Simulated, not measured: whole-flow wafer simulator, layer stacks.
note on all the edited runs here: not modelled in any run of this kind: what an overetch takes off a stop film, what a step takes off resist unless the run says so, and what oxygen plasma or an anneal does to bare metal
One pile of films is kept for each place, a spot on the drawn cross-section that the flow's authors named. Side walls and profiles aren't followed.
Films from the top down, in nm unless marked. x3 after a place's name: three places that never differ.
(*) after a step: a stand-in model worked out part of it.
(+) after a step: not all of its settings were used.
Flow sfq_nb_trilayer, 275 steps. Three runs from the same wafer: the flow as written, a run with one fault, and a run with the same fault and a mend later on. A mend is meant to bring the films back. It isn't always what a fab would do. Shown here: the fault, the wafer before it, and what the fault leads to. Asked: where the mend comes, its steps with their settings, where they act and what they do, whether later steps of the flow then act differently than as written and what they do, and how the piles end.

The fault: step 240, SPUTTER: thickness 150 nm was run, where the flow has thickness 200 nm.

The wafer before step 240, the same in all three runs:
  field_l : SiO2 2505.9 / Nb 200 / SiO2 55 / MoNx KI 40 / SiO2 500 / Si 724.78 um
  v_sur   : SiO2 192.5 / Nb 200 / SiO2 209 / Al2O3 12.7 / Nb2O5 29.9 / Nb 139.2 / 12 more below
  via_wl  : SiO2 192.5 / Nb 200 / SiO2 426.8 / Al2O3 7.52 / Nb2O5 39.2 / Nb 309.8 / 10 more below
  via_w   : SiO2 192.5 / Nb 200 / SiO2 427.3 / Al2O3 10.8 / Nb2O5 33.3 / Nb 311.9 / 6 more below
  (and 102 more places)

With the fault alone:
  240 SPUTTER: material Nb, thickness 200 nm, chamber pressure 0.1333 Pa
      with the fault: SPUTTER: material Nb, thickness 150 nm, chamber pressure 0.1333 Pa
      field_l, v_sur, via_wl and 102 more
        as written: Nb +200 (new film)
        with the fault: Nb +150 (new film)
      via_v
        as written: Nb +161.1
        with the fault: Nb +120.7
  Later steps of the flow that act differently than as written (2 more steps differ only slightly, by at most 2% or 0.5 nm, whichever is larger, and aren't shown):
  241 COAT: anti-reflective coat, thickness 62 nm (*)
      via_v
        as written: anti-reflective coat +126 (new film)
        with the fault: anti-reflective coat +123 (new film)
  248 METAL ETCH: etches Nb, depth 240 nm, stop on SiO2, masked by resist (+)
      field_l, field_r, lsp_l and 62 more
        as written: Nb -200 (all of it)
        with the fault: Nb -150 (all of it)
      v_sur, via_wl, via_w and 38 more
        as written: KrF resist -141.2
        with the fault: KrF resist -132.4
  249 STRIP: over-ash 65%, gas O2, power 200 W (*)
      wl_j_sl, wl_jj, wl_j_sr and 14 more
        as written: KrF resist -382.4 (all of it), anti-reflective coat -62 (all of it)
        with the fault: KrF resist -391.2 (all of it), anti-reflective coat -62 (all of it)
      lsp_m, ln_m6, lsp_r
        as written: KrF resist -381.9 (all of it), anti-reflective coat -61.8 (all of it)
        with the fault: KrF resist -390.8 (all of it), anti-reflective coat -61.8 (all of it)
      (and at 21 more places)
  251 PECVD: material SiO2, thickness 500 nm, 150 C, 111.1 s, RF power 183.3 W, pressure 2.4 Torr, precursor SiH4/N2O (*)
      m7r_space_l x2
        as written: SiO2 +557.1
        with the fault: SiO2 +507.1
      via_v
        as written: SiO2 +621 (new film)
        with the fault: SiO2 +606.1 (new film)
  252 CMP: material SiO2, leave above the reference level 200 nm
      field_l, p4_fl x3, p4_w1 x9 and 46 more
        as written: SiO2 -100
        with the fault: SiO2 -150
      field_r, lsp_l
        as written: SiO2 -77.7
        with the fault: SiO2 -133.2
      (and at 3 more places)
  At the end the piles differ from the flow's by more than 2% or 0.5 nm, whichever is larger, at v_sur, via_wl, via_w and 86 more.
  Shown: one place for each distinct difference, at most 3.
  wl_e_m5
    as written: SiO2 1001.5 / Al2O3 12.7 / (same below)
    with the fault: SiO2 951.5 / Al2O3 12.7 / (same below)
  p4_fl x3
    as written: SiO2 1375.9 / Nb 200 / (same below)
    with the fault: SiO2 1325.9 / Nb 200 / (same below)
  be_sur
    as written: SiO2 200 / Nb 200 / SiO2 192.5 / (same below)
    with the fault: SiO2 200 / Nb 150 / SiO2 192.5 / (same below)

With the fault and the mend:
  The mend comes after step 240.
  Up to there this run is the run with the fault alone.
  240a SPUTTER: material Nb, thickness 50 nm, chamber pressure 0.1333 Pa (the flow's step 240 once more, with other settings)
      field_l, v_sur, via_wl and 102 more
        Nb +50
      via_v
        Nb +37
  No later step of the flow acts differently than as written, at any place that is followed, by more than 2% or 0.5 nm, whichever is larger.
  At the end the piles differ from the flow's only slightly at the places that both follow, by at most 2% or 0.5 nm, whichever is larger.
